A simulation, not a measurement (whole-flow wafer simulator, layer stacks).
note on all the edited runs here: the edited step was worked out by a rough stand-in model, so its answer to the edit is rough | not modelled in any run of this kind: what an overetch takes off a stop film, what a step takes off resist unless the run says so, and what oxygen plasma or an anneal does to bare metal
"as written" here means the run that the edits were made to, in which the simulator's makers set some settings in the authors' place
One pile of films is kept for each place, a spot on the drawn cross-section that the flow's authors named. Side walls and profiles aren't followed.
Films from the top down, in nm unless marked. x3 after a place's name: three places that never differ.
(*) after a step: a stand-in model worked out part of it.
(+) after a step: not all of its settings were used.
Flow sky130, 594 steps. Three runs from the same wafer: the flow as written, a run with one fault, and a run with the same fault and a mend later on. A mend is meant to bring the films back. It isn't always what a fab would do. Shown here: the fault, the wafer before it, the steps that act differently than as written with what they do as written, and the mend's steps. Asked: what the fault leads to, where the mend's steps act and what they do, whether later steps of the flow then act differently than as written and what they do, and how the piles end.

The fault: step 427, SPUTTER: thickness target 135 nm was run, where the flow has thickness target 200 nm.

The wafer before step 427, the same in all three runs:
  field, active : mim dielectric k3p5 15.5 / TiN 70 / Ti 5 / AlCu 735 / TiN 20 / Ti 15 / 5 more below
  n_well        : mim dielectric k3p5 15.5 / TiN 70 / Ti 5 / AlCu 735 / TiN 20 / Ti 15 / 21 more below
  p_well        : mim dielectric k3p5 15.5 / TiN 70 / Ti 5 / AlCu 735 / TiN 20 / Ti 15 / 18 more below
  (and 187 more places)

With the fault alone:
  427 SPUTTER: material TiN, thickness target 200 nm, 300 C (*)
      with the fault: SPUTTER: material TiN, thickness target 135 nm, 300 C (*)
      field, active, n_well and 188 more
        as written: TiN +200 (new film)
        with the fault: TiN +135 (new film)
  Later steps of the flow that act differently than as written (3 more steps differ only slightly, by at most 2% or 0.5 nm, whichever is larger, and aren't shown):
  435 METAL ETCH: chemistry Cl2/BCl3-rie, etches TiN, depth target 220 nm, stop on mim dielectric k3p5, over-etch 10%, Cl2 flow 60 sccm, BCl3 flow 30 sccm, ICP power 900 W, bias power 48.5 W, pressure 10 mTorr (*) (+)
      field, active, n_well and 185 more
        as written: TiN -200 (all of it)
        with the fault: TiN -135 (all of it)
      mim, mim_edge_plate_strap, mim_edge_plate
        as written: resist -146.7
        with the fault: resist -99
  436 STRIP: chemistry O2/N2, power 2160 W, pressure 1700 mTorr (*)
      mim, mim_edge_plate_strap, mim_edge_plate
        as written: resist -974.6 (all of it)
        with the fault: resist -1022.3 (all of it)
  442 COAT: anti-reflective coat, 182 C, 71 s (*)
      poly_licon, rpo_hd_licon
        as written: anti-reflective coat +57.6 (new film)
        with the fault: anti-reflective coat +75 (new film)
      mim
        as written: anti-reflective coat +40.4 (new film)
        with the fault: anti-reflective coat +29.7 (new film)
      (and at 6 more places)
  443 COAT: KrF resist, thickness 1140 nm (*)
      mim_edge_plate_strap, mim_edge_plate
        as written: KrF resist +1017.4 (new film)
        with the fault: KrF resist +1082.4 (new film)
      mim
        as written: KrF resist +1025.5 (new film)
        with the fault: KrF resist +1081.5 (new film)
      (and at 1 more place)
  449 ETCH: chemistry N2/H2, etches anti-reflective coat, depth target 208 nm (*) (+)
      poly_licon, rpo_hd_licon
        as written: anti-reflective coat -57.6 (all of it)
        with the fault: anti-reflective coat -75 (all of it)
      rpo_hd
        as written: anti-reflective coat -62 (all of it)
        with the fault: anti-reflective coat -72.5 (all of it)
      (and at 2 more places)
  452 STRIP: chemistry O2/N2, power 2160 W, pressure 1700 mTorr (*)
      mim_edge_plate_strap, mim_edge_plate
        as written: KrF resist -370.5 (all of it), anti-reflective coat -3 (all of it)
        with the fault: KrF resist -435.4 (all of it), anti-reflective coat -3 (all of it)
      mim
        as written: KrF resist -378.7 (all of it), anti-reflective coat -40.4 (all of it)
        with the fault: KrF resist -434.5 (all of it), anti-reflective coat -29.7 (all of it)
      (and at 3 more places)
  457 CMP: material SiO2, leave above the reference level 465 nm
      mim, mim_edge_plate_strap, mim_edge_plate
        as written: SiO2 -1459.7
        with the fault: SiO2 -1394.7
  At the end the piles differ from the flow's by more than 2% or 0.5 nm, whichever is larger, at mim, mim_edge_plate_strap, mim_edge_plate.
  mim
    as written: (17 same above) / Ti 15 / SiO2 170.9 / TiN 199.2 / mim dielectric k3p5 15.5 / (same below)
    with the fault: (17 same above) / Ti 15 / SiO2 235.9 / TiN 134.2 / mim dielectric k3p5 15.5 / (same below)
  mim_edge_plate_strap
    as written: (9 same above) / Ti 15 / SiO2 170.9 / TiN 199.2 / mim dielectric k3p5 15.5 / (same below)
    with the fault: (9 same above) / Ti 15 / SiO2 235.9 / TiN 134.2 / mim dielectric k3p5 15.5 / (same below)
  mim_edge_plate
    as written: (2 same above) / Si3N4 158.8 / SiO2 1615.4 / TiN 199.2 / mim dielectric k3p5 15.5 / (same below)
    with the fault: (2 same above) / Si3N4 158.8 / SiO2 1680.4 / TiN 134.2 / mim dielectric k3p5 15.5 / (same below)

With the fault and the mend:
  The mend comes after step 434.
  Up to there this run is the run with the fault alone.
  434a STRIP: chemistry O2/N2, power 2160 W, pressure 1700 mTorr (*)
      mim, mim_edge_plate_strap, mim_edge_plate
        resist -1121.3 (all of it)
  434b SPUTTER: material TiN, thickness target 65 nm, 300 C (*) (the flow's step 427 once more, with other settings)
      field, active, n_well and 188 more
        TiN +65
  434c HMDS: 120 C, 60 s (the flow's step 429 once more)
      changes no film at any place that is followed
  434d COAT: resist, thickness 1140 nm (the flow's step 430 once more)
      field, active, n_well and 186 more
        resist +1140 (new film)
      m1, via2_hole
        resist +1140.6 (new film)
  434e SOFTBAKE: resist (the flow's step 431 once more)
      changes no film at any place that is followed
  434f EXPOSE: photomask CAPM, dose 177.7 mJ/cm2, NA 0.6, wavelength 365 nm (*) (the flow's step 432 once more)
      changes no film at any place that is followed
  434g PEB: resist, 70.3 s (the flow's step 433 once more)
      field, active, n_well and 188 more
        resist -18.7
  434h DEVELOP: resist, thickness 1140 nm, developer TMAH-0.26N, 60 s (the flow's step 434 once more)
      field, active, n_well and 183 more
        resist -1121.3 (all of it)
      m1, via2_hole
        resist -1121.9 (all of it)
  No later step of the flow acts differently than as written at any place that is followed.
  At the end the piles are the same as the flow's at every place that both follow.
